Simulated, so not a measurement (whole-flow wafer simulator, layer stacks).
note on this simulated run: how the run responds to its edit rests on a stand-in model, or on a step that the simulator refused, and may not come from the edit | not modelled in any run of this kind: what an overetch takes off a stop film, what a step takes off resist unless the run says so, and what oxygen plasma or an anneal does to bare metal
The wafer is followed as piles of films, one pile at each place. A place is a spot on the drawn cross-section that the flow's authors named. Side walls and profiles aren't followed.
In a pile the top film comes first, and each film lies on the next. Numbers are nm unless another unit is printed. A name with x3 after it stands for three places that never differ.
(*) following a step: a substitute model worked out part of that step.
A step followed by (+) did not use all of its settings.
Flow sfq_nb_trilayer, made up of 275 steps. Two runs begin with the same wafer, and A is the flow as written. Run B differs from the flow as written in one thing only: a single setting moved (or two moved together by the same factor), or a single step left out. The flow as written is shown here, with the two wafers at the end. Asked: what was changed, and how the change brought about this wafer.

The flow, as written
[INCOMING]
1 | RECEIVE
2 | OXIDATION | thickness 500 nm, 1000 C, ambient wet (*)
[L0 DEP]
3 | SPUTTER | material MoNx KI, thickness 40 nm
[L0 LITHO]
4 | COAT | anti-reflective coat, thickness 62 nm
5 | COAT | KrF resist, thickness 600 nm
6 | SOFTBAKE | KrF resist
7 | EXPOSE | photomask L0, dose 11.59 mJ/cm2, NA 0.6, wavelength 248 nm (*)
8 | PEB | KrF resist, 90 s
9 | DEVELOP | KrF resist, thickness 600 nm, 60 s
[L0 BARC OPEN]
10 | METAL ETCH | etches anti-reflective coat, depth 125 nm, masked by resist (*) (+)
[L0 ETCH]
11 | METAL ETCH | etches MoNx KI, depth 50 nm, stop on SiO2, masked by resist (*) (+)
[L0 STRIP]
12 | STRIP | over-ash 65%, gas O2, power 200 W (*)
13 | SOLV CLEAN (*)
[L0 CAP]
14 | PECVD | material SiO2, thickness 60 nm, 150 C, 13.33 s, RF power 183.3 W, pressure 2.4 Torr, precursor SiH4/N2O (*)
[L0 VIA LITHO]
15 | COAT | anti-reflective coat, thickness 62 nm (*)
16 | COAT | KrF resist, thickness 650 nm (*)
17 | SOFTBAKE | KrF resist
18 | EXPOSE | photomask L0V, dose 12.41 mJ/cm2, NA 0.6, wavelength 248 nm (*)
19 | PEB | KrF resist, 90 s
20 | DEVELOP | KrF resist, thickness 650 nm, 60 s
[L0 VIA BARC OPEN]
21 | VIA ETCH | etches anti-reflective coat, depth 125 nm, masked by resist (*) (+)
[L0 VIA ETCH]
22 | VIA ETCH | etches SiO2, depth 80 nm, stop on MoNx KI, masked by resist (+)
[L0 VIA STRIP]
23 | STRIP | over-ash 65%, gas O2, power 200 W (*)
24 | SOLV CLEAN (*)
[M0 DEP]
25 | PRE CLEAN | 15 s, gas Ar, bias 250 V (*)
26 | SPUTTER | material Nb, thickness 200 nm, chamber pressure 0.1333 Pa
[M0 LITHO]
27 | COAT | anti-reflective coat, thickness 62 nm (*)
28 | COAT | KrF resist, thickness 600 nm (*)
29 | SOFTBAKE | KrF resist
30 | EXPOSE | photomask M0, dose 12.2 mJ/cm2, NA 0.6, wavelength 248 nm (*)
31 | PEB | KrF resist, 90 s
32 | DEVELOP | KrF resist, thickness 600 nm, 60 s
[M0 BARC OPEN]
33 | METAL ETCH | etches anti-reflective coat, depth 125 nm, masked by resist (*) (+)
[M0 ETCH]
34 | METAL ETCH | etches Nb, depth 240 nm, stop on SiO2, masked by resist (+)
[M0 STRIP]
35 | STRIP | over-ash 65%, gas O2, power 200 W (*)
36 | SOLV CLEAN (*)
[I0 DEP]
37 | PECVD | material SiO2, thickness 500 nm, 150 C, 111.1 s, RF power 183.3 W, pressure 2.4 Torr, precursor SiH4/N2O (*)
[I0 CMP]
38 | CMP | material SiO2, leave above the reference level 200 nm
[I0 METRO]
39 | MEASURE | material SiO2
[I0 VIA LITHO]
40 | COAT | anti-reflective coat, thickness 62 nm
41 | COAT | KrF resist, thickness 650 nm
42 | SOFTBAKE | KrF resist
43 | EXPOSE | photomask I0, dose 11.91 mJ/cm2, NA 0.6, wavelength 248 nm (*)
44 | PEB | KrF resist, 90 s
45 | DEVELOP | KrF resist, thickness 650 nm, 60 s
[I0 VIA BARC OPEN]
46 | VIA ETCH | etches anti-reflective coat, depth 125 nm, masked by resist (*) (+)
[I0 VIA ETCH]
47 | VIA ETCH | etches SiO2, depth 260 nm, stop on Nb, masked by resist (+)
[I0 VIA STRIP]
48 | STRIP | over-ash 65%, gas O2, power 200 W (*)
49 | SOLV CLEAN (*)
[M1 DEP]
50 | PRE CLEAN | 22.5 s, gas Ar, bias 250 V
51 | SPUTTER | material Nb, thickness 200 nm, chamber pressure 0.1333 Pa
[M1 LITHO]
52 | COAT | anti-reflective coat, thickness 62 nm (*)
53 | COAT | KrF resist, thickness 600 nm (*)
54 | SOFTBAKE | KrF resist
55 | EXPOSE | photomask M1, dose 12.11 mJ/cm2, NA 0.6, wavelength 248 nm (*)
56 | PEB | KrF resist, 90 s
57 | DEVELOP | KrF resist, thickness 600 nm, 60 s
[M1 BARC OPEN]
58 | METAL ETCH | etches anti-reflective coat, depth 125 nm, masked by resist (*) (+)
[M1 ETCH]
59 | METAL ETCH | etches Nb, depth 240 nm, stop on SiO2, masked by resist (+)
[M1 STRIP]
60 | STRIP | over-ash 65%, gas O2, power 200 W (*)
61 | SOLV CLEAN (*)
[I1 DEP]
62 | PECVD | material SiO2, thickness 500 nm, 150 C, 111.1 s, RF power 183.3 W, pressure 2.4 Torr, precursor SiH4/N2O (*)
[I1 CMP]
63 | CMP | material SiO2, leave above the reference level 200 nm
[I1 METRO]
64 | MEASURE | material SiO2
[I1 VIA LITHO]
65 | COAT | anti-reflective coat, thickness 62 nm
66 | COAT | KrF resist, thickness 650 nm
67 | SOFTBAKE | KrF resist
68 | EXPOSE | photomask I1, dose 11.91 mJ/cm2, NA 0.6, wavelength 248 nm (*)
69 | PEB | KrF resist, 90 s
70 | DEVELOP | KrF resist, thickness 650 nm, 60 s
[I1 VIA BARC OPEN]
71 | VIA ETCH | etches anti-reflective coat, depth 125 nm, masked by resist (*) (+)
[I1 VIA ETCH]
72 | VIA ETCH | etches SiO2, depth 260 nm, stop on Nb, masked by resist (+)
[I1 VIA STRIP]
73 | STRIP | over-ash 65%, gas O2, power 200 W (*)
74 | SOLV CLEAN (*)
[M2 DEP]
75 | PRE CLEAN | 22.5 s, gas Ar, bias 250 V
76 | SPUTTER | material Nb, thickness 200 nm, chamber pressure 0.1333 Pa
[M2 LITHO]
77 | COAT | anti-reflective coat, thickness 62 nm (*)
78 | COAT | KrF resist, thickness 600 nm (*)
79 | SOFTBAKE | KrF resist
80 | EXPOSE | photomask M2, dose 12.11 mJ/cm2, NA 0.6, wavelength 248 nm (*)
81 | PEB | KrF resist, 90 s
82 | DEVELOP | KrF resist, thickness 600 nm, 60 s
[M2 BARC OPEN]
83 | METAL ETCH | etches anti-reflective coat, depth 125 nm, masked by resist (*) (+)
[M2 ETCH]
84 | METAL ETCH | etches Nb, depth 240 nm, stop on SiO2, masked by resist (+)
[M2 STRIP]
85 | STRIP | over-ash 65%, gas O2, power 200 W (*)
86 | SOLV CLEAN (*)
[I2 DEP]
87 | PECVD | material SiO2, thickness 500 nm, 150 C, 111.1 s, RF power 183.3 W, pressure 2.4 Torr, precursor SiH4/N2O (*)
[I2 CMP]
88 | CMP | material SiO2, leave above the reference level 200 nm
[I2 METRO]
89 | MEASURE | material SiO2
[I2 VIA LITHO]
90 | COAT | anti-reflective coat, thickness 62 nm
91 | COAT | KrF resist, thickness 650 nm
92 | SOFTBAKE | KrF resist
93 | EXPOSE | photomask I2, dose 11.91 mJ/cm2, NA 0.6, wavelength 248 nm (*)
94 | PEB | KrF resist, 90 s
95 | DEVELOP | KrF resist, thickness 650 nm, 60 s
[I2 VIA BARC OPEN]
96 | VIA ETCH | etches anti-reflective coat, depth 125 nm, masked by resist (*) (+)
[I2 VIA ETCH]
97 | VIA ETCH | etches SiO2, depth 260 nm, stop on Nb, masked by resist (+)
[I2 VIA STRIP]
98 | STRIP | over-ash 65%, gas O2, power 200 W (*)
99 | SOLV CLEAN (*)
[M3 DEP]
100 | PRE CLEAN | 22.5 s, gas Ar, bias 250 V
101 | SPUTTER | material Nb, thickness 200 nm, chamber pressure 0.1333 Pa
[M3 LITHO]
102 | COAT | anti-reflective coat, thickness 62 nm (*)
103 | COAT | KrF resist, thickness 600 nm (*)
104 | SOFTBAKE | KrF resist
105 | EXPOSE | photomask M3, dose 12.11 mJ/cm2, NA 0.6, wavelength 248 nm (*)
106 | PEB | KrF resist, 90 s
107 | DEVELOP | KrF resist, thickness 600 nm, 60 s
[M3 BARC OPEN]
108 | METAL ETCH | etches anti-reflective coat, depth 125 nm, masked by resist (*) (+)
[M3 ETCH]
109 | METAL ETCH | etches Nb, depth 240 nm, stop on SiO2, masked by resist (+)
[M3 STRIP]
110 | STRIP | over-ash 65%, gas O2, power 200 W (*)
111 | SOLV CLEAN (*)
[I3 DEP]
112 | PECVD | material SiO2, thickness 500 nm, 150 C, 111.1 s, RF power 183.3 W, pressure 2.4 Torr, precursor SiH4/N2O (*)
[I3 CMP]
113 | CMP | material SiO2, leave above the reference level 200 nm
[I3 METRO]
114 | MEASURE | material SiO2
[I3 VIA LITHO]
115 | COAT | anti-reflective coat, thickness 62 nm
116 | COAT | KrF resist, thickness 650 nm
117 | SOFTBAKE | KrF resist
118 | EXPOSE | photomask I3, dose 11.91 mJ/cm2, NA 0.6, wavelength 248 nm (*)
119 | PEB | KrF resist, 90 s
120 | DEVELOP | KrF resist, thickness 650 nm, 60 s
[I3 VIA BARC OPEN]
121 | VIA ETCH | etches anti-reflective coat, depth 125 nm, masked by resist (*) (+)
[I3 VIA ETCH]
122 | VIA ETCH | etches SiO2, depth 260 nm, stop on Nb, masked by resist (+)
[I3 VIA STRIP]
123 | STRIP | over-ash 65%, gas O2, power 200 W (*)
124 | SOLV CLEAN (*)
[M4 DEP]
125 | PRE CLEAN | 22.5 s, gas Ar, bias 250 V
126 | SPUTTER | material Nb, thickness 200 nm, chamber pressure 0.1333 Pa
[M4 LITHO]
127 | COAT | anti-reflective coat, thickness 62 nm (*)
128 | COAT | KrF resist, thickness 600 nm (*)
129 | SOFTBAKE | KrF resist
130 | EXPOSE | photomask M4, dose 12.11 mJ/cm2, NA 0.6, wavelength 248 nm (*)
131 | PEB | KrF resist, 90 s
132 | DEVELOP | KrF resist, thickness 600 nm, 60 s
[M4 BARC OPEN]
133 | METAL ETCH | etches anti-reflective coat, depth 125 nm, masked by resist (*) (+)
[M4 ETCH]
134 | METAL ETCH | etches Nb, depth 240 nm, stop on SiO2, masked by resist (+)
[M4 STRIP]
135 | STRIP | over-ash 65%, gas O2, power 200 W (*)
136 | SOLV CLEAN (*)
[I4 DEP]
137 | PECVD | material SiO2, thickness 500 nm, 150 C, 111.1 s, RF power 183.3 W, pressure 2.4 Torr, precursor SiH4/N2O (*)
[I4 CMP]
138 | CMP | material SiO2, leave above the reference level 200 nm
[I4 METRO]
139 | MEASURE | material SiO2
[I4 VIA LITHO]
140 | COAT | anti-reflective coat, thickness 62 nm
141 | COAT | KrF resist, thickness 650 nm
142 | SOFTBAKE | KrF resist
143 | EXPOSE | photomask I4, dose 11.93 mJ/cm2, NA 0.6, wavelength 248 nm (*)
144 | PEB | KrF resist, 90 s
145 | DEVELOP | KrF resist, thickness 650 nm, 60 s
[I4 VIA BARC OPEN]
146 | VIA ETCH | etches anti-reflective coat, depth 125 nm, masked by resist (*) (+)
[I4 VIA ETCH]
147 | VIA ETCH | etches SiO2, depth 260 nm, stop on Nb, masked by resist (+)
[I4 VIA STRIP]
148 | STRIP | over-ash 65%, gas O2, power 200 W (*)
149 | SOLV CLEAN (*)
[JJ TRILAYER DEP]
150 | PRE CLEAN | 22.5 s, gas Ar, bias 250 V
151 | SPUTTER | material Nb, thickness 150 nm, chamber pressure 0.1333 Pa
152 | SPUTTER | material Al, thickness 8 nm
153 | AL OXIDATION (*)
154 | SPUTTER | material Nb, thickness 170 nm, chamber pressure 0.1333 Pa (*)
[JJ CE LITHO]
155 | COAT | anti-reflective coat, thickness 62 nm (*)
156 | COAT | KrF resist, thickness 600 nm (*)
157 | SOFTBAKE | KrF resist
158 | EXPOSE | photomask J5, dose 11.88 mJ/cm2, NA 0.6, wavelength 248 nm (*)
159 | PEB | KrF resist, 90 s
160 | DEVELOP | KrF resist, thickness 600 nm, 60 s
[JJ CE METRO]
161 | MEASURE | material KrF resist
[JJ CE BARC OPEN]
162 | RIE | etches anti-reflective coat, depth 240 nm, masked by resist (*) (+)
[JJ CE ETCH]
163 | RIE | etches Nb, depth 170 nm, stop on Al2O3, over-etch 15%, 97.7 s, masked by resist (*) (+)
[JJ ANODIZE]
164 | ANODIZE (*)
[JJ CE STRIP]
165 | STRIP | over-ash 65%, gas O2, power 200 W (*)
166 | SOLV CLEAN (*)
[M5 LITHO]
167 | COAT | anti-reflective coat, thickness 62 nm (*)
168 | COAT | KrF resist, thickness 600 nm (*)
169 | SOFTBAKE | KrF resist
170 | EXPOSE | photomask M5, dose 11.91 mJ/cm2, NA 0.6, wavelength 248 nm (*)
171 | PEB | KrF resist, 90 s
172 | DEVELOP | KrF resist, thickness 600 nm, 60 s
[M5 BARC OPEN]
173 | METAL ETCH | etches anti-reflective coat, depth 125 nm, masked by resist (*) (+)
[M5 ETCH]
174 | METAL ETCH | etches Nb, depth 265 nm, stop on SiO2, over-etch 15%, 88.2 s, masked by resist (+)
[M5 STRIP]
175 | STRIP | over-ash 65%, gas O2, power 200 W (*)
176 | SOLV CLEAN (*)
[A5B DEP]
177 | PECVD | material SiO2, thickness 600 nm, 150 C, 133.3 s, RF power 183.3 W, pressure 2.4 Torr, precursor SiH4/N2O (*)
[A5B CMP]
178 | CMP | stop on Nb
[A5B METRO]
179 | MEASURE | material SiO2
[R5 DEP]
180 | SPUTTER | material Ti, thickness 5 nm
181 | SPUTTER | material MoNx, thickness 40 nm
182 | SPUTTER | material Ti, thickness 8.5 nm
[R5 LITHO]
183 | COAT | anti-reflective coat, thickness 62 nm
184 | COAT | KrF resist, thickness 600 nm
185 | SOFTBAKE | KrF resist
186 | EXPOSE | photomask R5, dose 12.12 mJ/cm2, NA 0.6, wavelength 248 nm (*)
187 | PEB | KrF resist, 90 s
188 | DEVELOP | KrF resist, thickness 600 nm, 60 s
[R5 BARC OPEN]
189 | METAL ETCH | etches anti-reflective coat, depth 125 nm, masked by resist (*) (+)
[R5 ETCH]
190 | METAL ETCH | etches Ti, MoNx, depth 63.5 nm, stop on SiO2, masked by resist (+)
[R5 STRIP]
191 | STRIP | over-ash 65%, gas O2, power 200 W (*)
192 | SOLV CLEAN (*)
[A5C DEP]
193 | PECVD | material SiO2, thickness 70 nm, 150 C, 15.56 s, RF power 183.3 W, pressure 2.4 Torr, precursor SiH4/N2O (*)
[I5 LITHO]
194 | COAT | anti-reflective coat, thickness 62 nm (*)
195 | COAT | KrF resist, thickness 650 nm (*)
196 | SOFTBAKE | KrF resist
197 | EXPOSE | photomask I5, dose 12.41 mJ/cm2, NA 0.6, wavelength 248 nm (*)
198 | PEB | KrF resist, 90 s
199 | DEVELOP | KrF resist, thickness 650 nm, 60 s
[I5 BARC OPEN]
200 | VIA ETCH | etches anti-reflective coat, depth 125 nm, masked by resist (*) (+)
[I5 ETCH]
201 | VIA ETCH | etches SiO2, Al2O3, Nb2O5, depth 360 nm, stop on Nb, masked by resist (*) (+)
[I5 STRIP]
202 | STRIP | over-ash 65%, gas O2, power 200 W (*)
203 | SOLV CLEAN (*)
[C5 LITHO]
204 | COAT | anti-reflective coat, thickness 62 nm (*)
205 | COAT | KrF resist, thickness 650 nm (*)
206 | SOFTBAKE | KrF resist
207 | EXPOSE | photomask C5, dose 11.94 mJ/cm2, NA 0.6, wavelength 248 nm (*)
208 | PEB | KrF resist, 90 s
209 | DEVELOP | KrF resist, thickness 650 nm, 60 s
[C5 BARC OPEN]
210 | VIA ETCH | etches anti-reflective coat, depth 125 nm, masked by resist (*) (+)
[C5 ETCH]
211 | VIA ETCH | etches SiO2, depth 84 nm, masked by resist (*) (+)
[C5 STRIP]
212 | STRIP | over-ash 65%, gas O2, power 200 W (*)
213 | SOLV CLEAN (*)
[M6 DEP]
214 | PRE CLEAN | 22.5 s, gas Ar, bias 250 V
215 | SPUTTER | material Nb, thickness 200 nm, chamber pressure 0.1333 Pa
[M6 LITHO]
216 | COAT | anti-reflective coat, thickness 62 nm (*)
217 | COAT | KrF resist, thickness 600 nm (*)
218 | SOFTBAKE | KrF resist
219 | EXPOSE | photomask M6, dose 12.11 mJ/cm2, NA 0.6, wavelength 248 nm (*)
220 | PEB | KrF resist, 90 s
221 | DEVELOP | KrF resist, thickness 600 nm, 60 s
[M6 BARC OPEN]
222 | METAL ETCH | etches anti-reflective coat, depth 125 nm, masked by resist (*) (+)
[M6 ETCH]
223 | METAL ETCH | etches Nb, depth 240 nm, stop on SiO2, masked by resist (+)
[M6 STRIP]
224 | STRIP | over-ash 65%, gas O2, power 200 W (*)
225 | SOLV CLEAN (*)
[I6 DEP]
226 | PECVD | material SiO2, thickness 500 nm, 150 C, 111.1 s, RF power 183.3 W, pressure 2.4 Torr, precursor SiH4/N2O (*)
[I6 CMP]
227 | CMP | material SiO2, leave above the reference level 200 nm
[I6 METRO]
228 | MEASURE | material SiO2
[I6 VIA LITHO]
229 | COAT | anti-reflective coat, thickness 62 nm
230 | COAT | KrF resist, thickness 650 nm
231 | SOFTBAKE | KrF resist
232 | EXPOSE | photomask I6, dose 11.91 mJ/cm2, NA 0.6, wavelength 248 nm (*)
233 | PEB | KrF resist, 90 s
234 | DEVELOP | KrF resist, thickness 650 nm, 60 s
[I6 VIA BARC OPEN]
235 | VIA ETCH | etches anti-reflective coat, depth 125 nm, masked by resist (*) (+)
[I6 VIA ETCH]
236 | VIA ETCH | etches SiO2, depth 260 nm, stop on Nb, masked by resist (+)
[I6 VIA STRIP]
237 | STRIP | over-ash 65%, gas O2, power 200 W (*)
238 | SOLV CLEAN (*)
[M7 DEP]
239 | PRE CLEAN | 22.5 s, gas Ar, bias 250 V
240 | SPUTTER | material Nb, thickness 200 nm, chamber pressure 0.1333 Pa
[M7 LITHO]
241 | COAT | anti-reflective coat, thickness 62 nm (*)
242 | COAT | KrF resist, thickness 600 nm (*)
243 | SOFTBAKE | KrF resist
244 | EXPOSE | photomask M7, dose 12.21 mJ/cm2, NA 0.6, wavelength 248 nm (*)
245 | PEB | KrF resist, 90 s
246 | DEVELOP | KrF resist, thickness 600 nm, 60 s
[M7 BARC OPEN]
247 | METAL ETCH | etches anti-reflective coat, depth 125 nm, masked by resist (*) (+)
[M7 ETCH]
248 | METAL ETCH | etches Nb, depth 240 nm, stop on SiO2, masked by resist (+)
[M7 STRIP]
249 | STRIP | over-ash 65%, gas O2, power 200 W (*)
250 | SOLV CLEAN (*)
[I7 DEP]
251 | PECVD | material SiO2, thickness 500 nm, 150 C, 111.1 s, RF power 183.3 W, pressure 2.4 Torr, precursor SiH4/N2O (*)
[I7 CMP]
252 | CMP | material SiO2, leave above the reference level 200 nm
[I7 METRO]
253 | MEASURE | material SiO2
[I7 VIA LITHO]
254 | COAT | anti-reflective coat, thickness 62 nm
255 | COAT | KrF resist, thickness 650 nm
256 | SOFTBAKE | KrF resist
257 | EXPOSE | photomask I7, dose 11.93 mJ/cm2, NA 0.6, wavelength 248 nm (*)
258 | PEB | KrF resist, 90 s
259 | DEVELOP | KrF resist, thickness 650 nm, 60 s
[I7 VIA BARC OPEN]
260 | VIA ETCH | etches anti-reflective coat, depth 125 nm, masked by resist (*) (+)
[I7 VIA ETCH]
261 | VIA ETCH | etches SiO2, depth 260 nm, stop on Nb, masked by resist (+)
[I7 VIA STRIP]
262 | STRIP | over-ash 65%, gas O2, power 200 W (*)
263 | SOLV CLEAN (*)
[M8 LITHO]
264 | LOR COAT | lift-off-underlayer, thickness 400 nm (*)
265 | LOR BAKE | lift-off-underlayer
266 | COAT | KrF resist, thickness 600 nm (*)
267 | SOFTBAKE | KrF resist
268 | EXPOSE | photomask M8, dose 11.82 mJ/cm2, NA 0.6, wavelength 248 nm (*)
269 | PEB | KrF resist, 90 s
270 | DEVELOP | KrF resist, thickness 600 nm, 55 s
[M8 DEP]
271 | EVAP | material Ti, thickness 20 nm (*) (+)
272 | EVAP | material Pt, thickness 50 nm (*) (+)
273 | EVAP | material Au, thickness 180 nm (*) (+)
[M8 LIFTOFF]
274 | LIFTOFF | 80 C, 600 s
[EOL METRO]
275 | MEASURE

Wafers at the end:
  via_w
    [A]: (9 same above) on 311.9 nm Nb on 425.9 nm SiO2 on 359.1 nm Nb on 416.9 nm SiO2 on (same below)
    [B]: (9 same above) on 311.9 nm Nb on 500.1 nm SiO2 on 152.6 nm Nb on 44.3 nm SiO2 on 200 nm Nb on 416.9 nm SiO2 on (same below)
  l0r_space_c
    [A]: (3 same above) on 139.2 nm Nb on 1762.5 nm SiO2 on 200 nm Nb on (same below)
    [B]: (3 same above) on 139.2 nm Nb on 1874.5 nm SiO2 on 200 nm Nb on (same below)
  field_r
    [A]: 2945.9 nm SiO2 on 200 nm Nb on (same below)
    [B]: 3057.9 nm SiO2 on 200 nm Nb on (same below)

The reason: step 88, CMP: leave above the reference level 312 nm was run, whereas the flow has leave above the reference level 200 nm.

The path from the change to this, step by step:
  88 | CMP | material SiO2, leave above the reference level 200 nm
      field_l, be, be_sur and 81 more: A -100 SiO2 | B nothing
      v_sur, via_wl, via_w and 18 more: A -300 SiO2 | B -188 SiO2
      (also at 1 further place)
  90 | COAT | anti-reflective coat, thickness 62 nm
      wl_g_sr, m0r_space_l, m0r_space_r, m6r_space_l, m6r_space_r, m7r_space_l, m7r_space_r: A +62 anti-reflective coat (new film) | B +63.7 anti-reflective coat (new film)
      field_l, r5r_line_c: A +62 anti-reflective coat (new film) | B +63.9 anti-reflective coat (new film)
      (also at 15 further places)
  97 | VIA ETCH | etches SiO2, depth 260 nm, stop on Nb, masked by resist (+)
      via_w: A -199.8 SiO2 (all of it) | B -260 SiO2
  98 | STRIP | over-ash 65%, gas O2, power 200 W (*)
      m0r_space_l, m0r_space_r, m6r_space_l, m6r_space_r, m7r_space_l, m7r_space_r: A -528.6 KrF resist (all of it), -62 anti-reflective coat (all of it) | B -530.6 KrF resist (all of it), -63.7 anti-reflective coat (all of it)
      m5r_linepad_l, m5r_linepad_r: A -528.6 KrF resist (all of it), -62 anti-reflective coat (all of it) | B -526.9 KrF resist (all of it), -67.5 anti-reflective coat (all of it)
      (also at 16 further places)
  100 | PRE CLEAN | 22.5 s, gas Ar, bias 250 V
      via_w: A -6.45 Nb | B -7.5 SiO2
  101 | SPUTTER | material Nb, thickness 200 nm, chamber pressure 0.1333 Pa
      via_w: A +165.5 Nb | B +152.6 Nb (new film)
  102 | COAT | anti-reflective coat, thickness 62 nm (*)
      m0r_space_l, m0r_space_r, m6r_space_l, m6r_space_r, m7r_space_l, m7r_space_r: A +62 anti-reflective coat (new film) | B +63.5 anti-reflective coat (new film)
      wl_d_sr, wl_f_sl: A +62 anti-reflective coat (new film) | B +64 anti-reflective coat (new film)
      (also at 20 further places)
  103 | COAT | KrF resist, thickness 600 nm (*)
      via_w: A +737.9 KrF resist (new film) | B +790.7 KrF resist (new film)
  108 | METAL ETCH | etches anti-reflective coat, depth 125 nm, masked by resist (*) (+)
      m0r_space_l, m0r_space_r, m6r_space_l, m6r_space_r, m7r_space_l, m7r_space_r: A -62 anti-reflective coat (all of it) | B -63.5 anti-reflective coat (all of it)
      wl_d_sr, wl_f_sl: A -62 anti-reflective coat (all of it) | B -64 anti-reflective coat (all of it)
      (also at 11 further places)
  110 | STRIP | over-ash 65%, gas O2, power 200 W (*)
      v_sur: A -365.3 KrF resist (all of it), -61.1 anti-reflective coat (all of it) | B -357.7 KrF resist (all of it), -53.5 anti-reflective coat (all of it)
      via_wl: A -384.2 KrF resist (all of it), -34.2 anti-reflective coat (all of it) | B -378 KrF resist (all of it), -22.8 anti-reflective coat (all of it)
      (also at 8 further places)
  112 | PECVD | material SiO2, thickness 500 nm, 150 C, 111.1 s, RF power 183.3 W, pressure 2.4 Torr, precursor SiH4/N2O (*)
      via_w: A +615 SiO2 (new film) | B +664.6 SiO2 (new film)
  113 | CMP | material SiO2, leave above the reference level 200 nm
      field_l, be, be_sur and 64 more: A -100 SiO2 | B -88 SiO2
      p4_w1, p4_w2, p4_w3 and 6 more: A -300 SiO2 | B -288 SiO2
      (also at 9 further places)
With metal films that touch counted as one body, via_w has 6 bodies (between them, from the top down: SiO2 192.5; SiO2 427.3 / Al2O3 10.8 / Nb2O5 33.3; SiO2 500.1; SiO2 44.3; SiO2 416.9); the flow as written gives 5 bodies (between them, from the top down: SiO2 192.5; SiO2 427.3 / Al2O3 10.8 / Nb2O5 33.3; SiO2 425.9; SiO2 416.9).
